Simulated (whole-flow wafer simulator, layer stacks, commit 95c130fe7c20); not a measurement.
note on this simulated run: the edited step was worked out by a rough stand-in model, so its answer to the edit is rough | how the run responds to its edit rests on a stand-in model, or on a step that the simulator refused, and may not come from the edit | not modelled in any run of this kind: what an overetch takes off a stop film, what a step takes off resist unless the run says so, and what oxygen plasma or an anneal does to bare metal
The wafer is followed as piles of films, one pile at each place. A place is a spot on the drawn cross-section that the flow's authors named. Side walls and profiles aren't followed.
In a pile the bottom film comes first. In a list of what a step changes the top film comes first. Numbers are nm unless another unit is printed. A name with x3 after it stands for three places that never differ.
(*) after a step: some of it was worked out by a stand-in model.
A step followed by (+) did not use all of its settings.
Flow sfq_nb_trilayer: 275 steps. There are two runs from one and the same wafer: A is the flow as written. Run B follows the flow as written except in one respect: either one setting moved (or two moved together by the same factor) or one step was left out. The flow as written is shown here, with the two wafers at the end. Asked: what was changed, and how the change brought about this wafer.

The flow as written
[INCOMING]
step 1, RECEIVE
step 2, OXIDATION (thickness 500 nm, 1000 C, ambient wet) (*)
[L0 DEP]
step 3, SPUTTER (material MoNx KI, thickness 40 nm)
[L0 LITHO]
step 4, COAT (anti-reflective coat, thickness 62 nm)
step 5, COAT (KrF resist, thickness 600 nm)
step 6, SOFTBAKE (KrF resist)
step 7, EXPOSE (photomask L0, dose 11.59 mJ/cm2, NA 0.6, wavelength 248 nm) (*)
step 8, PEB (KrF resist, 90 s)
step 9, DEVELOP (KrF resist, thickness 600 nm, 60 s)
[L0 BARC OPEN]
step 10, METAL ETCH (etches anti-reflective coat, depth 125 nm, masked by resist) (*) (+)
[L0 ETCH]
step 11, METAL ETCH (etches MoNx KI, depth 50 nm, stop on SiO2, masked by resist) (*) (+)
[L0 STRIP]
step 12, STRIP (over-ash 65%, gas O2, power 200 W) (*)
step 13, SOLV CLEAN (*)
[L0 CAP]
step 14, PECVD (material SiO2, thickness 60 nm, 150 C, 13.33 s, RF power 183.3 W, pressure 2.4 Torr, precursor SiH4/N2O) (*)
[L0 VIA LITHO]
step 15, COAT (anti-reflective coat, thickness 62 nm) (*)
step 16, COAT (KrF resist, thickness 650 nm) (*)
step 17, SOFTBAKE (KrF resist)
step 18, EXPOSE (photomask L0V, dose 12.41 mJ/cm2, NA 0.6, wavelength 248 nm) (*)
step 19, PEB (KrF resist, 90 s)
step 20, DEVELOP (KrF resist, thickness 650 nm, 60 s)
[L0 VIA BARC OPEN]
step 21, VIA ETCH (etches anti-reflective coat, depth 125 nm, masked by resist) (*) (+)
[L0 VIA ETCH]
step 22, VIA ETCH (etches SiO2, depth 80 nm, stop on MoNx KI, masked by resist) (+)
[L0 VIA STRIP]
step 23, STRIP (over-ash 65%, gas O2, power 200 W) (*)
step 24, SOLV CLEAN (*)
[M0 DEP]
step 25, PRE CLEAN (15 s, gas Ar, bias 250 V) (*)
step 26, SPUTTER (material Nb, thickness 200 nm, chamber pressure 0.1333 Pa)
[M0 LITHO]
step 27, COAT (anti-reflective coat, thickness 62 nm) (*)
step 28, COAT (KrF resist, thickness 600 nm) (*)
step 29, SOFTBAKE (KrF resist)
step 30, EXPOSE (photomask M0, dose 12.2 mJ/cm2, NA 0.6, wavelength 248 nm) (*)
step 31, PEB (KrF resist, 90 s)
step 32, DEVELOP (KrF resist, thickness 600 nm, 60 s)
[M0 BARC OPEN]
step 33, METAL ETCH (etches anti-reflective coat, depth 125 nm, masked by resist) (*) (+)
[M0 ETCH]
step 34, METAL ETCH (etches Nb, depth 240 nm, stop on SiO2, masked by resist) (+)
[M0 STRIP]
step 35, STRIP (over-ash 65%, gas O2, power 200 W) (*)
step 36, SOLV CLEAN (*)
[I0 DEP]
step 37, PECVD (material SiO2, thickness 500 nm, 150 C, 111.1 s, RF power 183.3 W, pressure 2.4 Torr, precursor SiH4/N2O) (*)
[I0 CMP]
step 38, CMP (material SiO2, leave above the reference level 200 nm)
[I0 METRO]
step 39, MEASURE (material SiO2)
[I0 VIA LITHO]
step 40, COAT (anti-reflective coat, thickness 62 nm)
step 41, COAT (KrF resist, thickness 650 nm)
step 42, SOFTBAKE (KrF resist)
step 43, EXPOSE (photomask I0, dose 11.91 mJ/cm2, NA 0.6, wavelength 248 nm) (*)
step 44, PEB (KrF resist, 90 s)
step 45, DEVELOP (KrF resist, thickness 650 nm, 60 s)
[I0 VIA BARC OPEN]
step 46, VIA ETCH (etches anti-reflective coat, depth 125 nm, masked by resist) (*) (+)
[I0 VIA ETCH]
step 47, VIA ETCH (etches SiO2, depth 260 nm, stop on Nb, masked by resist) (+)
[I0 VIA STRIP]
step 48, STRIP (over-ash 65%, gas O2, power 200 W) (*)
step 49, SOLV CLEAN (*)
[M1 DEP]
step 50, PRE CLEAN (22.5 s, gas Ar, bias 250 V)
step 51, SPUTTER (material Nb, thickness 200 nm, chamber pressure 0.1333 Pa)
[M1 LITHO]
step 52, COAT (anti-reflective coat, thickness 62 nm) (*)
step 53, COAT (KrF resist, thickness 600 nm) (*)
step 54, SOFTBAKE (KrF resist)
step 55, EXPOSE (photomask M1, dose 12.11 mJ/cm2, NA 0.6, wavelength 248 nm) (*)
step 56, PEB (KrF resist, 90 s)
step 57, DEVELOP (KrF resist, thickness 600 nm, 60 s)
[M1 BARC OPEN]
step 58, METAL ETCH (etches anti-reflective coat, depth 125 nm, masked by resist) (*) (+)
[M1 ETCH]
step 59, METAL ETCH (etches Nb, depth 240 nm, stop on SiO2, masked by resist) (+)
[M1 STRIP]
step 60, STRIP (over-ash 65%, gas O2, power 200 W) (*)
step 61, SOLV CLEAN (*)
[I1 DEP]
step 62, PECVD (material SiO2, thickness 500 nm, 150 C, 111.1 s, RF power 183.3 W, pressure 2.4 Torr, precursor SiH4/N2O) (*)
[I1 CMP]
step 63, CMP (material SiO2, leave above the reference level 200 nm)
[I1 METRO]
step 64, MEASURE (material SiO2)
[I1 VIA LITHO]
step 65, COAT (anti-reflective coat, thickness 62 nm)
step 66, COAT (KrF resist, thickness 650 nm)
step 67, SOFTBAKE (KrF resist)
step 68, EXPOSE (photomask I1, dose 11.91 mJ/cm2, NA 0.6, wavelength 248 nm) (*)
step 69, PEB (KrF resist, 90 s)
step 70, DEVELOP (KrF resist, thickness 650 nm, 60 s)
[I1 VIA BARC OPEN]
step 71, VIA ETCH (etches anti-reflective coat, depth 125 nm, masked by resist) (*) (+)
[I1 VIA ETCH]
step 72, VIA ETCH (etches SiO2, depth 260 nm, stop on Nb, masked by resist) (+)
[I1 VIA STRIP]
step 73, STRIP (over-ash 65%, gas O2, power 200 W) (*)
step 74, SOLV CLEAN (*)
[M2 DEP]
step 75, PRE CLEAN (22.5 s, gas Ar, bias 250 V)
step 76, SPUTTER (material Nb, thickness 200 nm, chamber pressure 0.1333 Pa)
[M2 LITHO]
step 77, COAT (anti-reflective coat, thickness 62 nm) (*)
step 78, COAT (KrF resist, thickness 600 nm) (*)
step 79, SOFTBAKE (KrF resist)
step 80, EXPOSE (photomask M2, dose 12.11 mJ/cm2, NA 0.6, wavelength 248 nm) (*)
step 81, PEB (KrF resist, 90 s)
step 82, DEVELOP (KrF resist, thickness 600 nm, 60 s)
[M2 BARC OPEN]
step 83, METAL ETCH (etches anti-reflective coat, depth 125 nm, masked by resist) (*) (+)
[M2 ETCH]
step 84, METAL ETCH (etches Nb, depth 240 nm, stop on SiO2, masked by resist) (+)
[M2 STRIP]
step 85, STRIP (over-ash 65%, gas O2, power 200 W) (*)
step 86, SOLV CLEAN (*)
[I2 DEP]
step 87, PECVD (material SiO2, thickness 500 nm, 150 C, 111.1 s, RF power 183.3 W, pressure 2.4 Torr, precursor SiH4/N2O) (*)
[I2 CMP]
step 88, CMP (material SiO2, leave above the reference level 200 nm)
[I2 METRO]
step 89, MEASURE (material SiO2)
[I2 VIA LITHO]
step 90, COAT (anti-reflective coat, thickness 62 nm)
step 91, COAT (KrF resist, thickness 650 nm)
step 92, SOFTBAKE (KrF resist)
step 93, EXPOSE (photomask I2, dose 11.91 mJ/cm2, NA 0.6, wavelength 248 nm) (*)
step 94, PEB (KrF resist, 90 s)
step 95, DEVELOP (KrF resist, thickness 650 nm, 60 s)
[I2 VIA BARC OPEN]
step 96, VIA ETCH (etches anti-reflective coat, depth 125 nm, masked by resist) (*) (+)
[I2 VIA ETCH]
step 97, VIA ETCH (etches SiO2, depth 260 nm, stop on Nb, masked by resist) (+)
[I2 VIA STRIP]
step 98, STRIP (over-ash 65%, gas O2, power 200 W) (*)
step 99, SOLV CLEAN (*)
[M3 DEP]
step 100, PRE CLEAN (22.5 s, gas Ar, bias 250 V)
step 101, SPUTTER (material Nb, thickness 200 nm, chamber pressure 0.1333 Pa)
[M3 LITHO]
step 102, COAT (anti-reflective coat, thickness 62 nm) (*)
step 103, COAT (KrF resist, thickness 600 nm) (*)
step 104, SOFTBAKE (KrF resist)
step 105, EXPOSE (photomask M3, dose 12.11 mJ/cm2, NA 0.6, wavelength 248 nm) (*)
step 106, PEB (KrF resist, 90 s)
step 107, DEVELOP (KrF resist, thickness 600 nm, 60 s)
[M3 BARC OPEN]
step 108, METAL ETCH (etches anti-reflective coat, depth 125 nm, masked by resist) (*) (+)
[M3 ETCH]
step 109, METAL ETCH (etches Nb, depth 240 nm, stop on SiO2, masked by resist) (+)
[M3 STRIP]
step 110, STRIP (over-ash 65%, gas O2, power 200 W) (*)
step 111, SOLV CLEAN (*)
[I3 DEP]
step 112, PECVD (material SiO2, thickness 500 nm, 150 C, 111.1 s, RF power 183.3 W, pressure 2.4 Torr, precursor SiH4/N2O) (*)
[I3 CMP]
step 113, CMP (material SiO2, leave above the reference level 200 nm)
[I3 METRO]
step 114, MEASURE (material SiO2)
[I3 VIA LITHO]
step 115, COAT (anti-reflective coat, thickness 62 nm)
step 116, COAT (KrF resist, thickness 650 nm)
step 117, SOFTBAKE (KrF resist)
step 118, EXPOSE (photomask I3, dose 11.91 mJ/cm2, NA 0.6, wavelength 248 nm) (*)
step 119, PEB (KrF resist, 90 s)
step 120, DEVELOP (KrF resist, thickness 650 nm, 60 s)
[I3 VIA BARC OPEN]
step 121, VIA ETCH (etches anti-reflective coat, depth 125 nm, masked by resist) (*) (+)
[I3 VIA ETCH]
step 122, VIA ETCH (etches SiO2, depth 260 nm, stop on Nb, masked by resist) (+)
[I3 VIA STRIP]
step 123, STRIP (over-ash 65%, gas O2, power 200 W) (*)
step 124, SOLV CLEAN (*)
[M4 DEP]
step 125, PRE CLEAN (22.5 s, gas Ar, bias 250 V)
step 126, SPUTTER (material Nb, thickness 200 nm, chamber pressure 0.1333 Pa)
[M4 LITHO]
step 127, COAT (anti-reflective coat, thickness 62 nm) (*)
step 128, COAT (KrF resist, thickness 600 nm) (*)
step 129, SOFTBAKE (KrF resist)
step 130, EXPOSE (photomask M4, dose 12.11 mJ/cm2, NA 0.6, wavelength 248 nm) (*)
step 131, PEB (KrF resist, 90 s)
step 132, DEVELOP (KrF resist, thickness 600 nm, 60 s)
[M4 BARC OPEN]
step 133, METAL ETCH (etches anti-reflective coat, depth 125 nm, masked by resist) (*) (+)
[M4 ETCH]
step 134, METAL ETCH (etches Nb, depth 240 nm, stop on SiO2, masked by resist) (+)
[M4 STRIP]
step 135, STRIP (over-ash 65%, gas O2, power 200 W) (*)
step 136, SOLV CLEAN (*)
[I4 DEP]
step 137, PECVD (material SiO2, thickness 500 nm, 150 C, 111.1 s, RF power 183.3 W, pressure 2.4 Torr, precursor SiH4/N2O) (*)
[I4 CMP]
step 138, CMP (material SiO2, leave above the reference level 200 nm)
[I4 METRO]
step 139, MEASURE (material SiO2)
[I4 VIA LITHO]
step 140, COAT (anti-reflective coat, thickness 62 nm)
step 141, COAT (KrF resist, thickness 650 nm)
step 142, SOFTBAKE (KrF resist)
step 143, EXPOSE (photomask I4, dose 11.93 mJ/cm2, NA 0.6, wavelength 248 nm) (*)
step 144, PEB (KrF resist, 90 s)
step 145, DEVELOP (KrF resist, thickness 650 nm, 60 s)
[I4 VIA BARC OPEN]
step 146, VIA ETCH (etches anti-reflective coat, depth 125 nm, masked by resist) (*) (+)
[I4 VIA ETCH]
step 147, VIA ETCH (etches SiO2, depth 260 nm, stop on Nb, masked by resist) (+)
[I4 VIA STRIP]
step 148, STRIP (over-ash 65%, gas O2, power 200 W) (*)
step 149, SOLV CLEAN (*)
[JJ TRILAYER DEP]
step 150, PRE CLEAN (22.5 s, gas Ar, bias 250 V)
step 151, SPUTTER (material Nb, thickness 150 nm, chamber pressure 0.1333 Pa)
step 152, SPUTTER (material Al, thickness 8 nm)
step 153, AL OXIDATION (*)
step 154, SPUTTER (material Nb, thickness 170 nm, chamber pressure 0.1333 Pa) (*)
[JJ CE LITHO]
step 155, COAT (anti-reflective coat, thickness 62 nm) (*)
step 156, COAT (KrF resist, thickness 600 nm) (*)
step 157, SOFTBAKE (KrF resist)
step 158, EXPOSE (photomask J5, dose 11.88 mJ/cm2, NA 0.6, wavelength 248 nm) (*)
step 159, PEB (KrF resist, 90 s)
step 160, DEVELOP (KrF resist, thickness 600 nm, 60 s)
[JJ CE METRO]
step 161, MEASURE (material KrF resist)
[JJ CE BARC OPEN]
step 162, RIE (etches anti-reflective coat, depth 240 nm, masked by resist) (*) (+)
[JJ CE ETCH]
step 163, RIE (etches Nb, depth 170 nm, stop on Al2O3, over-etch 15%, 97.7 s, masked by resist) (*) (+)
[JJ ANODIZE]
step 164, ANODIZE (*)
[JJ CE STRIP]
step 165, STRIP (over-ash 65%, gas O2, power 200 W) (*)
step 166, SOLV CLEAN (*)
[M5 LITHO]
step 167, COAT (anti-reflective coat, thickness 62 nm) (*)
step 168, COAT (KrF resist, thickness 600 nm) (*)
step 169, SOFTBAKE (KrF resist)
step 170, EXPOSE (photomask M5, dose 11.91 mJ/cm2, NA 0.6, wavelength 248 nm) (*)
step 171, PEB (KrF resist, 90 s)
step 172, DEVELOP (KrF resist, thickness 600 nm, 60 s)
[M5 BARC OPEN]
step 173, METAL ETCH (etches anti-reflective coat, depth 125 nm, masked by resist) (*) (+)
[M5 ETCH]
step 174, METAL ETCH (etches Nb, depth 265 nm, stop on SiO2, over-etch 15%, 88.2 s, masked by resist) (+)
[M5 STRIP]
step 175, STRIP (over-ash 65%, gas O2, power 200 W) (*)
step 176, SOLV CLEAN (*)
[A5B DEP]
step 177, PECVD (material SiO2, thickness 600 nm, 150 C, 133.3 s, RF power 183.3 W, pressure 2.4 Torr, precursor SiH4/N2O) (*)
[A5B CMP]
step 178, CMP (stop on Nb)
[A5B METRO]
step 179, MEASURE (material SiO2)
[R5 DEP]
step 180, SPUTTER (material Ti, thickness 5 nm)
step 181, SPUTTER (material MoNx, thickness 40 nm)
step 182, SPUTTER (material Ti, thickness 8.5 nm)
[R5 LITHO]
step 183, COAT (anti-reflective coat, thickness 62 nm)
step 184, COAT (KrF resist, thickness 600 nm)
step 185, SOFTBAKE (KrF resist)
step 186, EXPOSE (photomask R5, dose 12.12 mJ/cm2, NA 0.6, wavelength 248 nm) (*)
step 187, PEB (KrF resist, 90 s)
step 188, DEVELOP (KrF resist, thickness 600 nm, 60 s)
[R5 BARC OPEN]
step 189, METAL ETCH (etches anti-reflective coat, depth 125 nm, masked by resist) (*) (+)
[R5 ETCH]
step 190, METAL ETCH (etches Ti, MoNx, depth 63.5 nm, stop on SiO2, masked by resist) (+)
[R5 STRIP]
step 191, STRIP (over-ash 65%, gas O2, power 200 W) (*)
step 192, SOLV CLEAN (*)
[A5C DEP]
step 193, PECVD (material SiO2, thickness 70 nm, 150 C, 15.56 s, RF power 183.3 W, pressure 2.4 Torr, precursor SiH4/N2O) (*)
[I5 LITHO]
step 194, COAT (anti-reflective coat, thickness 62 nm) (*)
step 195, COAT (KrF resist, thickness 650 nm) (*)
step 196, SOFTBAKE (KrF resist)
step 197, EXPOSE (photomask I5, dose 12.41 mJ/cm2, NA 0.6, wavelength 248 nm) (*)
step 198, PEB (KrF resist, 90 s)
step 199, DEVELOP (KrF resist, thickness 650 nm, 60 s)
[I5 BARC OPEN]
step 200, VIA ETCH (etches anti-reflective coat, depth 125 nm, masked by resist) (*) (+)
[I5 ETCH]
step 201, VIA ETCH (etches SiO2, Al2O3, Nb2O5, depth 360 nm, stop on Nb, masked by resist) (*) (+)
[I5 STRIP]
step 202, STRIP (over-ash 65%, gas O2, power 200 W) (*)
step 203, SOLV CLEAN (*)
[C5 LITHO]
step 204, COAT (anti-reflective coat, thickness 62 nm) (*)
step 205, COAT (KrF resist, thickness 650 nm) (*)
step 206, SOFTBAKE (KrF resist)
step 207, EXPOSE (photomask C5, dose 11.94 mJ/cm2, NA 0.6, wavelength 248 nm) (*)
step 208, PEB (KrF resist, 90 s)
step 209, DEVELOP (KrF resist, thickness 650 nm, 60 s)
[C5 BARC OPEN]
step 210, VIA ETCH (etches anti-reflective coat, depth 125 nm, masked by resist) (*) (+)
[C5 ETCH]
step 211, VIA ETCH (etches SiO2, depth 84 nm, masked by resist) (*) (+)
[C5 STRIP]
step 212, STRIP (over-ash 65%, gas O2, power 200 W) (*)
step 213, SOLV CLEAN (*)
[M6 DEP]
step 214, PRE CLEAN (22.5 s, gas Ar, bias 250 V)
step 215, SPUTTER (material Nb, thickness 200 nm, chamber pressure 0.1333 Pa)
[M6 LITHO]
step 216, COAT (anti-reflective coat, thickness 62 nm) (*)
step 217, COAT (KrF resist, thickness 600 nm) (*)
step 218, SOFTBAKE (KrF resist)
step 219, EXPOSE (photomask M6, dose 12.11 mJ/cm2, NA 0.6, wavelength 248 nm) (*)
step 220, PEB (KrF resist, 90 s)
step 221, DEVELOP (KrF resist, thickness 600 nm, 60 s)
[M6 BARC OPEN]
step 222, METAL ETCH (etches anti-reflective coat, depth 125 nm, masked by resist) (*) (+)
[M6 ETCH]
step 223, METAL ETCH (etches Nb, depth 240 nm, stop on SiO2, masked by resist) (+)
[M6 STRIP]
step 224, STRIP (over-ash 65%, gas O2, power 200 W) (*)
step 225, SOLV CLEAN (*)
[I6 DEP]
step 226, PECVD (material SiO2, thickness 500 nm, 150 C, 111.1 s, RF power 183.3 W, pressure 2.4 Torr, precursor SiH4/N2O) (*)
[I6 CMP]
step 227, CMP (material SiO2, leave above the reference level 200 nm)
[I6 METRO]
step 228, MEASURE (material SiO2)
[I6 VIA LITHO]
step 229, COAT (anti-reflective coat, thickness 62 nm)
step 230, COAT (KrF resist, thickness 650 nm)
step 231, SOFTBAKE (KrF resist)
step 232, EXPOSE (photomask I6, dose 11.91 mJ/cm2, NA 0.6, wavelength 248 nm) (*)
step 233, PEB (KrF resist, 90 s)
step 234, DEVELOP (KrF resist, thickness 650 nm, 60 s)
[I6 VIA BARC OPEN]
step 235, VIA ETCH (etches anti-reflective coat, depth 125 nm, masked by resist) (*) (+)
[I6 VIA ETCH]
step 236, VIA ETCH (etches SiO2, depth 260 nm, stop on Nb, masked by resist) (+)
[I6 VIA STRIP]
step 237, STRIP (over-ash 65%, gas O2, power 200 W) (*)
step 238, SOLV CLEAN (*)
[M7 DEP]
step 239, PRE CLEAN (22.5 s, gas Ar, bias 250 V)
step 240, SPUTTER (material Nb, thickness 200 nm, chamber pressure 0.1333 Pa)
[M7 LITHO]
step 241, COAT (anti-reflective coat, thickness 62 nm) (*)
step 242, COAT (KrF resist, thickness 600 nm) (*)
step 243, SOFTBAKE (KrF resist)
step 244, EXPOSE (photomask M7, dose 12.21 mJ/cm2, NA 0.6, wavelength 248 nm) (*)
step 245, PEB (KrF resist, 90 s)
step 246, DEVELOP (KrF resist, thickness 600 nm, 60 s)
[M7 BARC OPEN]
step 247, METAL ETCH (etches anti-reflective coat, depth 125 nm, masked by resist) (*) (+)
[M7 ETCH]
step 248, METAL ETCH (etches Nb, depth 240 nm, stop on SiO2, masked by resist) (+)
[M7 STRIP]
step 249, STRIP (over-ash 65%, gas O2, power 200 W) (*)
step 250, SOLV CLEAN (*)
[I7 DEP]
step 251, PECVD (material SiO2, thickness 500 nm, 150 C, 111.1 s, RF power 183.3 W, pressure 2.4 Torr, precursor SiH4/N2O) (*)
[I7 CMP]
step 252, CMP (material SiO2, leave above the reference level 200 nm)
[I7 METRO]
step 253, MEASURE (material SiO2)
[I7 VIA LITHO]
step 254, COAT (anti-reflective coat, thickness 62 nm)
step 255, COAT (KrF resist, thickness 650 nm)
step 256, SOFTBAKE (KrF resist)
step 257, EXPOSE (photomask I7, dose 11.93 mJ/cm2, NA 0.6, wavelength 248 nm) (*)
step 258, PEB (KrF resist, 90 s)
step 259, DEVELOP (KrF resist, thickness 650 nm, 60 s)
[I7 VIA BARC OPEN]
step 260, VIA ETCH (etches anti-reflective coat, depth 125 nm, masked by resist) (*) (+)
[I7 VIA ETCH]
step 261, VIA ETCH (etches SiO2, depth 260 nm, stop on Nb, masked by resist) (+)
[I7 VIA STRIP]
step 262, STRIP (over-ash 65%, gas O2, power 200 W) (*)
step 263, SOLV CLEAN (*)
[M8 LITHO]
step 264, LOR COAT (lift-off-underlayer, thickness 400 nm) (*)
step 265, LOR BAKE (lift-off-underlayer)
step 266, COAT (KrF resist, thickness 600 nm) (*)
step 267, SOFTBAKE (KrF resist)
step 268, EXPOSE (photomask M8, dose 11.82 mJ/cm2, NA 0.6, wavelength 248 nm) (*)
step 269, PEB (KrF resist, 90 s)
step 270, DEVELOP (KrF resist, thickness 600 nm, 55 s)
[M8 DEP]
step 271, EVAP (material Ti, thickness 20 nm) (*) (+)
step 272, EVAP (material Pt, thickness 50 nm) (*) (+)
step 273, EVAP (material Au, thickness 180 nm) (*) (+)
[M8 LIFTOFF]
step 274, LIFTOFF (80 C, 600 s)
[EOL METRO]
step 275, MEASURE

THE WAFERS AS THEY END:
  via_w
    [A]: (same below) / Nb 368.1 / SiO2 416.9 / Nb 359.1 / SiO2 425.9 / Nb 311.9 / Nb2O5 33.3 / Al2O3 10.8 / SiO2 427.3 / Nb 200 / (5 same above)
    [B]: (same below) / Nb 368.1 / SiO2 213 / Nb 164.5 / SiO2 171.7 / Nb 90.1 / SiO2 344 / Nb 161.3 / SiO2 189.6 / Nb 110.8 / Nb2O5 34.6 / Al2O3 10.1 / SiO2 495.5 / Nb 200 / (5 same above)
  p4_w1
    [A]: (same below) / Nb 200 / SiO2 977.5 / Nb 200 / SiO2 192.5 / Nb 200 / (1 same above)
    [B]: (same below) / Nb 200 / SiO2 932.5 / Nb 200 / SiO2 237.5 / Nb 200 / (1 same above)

The reason: step 62, PECVD: thickness 255 nm was run, whereas the flow has thickness 500 nm; step 62, PECVD: 56.67 s was run, where the flow has 111.1 s.

How this came from the change, step by step:
  step 62, PECVD (material SiO2, thickness 500 nm, 150 C, 111.1 s, RF power 183.3 W, pressure 2.4 Torr, precursor SiH4/N2O) (*)
      field_l, be, be_sur and 72 more: A +500 SiO2 | B +255 SiO2
      v_sur, via_wl, via_wr and 20 more: A +500 SiO2 (new film) | B +255 SiO2 (new film)
      (also at 8 further places)
  step 63, CMP (material SiO2, leave above the reference level 200 nm)
      field_l, be, be_sur and 72 more: A -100 SiO2 | B nothing
      lsp_m, ln_m6, lsp_r, l0_sur, l0v: A -94.9 SiO2 | B nothing
      (also at 26 further places)
  step 65, COAT (anti-reflective coat, thickness 62 nm)
      be_r, r_sur, res, p3_l3, p3_s3, p3_s4, p3_l5: A +62 anti-reflective coat (new film) | B +63.7 anti-reflective coat (new film)
      sp_r, p3_s1, p3_l2, p3_s2, p3_s5, p3_l6: A +62 anti-reflective coat (new film) | B +63.8 anti-reflective coat (new film)
      (also at 77 further places)
  step 66, COAT (KrF resist, thickness 650 nm)
      m0r_space_l, m0r_space_r, m5r_space_l, m6r_space_l, m6r_space_r, m7r_space_l, m7r_space_r: A +650 KrF resist (new film) | B +668.4 KrF resist (new film)
      m0r_line_l, m0r_line_r, m6r_line_l, m6r_line_r, m7r_line_l, m7r_line_r: A +650 KrF resist (new film) | B +678.6 KrF resist (new film)
      (also at 54 further places)
  step 70, DEVELOP (KrF resist, thickness 650 nm, 60 s)
      via_v: A -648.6 KrF resist (all of it) | B -596.7 KrF resist (all of it)
  step 71, VIA ETCH (etches anti-reflective coat, depth 125 nm, masked by resist) (*) (+)
      field_l, v_sur, via_wl and 102 more: A -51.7 KrF resist | B -42.1 KrF resist
      via_v: A -62 anti-reflective coat (all of it), -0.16 SiO2 | B -50.6 anti-reflective coat (all of it), -0.13 SiO2
  step 73, STRIP (over-ash 65%, gas O2, power 200 W) (*)
      m0r_line_l, m0r_line_r, m6r_line_l, m6r_line_r, m7r_line_l, m7r_line_r: A -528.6 KrF resist (all of it), -62 anti-reflective coat (all of it) | B -566.7 KrF resist (all of it), -62.6 anti-reflective coat (all of it)
      m0r_space_l, m0r_space_r, m6r_space_l, m6r_space_r, m7r_space_l, m7r_space_r: A -528.6 KrF resist (all of it), -62 anti-reflective coat (all of it) | B -556.5 KrF resist (all of it), -79.6 anti-reflective coat (all of it)
      (also at 91 further places)
  step 76, SPUTTER (material Nb, thickness 200 nm, chamber pressure 0.1333 Pa)
      be, lsp_l: A +200 Nb (new film) | B +186.8 Nb (new film)
      via_w: A +200 Nb (new film) | B +164.5 Nb (new film)
  step 77, COAT (anti-reflective coat, thickness 62 nm) (*)
      p3_s1, p3_l2, p3_s2, p3_s5, p3_l6: A +62 anti-reflective coat (new film) | B +63.7 anti-reflective coat (new film)
      p3_l3, p3_s4, p3_l5: A +62 anti-reflective coat (new film) | B +63.6 anti-reflective coat (new film)
      (also at 82 further places)
  step 78, COAT (KrF resist, thickness 600 nm) (*)
      m0r_line_l, m6r_line_l, m7r_line_l: A +600 KrF resist (new film) | B +625.9 KrF resist (new film)
      m0r_space_l, m6r_space_l, m7r_space_l: A +600 KrF resist (new film) | B +619.2 KrF resist (new film)
      (also at 64 further places)
  step 82, DEVELOP (KrF resist, thickness 600 nm, 60 s)
      m0r_line_l, m6r_line_l, m7r_line_l: A -598.7 KrF resist (all of it) | B -624.6 KrF resist (all of it)
      m0r_space_l, m6r_space_l, m7r_space_l: A -598.7 KrF resist (all of it) | B -617.9 KrF resist (all of it)
      (also at 42 further places)
  step 83, METAL ETCH (etches anti-reflective coat, depth 125 nm, masked by resist) (*) (+)
      m5r_linepad_l, m5r_linepad_r, r5r_spacepad_l, r5r_spacepad_r: A -62 anti-reflective coat (all of it) | B -125 anti-reflective coat
      v_sur, via_wl, via_w and 19 more: A -51.7 KrF resist | B -69.4 KrF resist
      (also at 64 further places)
  step 84, METAL ETCH (etches Nb, depth 240 nm, stop on SiO2, masked by resist) (+)
      m5r_linepad_l, m5r_linepad_r: A -200 Nb (all of it) | B -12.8 anti-reflective coat (all of it), -200 Nb (all of it)
      r5r_spacepad_l, r5r_spacepad_r: A -200 Nb (all of it) | B -13.7 anti-reflective coat (all of it), -200 Nb (all of it)
      (also at 2 further places)
  step 85, STRIP (over-ash 65%, gas O2, power 200 W) (*)
      v_sur: A -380 KrF resist (all of it), -61.4 anti-reflective coat (all of it) | B -288.9 KrF resist (all of it), -41.5 anti-reflective coat (all of it)
      via_wl: A -379.5 KrF resist (all of it), -61.3 anti-reflective coat (all of it) | B -297.7 KrF resist (all of it), -34.9 anti-reflective coat (all of it)
      (also at 20 further places)
  step 87, PECVD (material SiO2, thickness 500 nm, 150 C, 111.1 s, RF power 183.3 W, pressure 2.4 Torr, precursor SiH4/N2O) (*)
      via_w: A +500 SiO2 (new film) | B +596.5 SiO2 (new film)
  step 88, CMP (material SiO2, leave above the reference level 200 nm)
      field_l, be, be_sur and 79 more: A -100 SiO2 | B nothing
      via_w: A -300 SiO2 | B -157.1 SiO2
  ... 40 further steps ...
  step 178, CMP (stop on Nb)
      via_w: A -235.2 SiO2 | B -226.5 SiO2
If metal films that touch count as one body, via_w has 7 bodies (between them, from the top down: SiO2 192.5; SiO2 495.5 / Al2O3 10.1 / Nb2O5 34.6; SiO2 189.6; SiO2 344; SiO2 171.7; SiO2 213); the flow as written gives 5 bodies (between them, from the top down: SiO2 192.5; SiO2 427.3 / Al2O3 10.8 / Nb2O5 33.3; SiO2 425.9; SiO2 416.9).
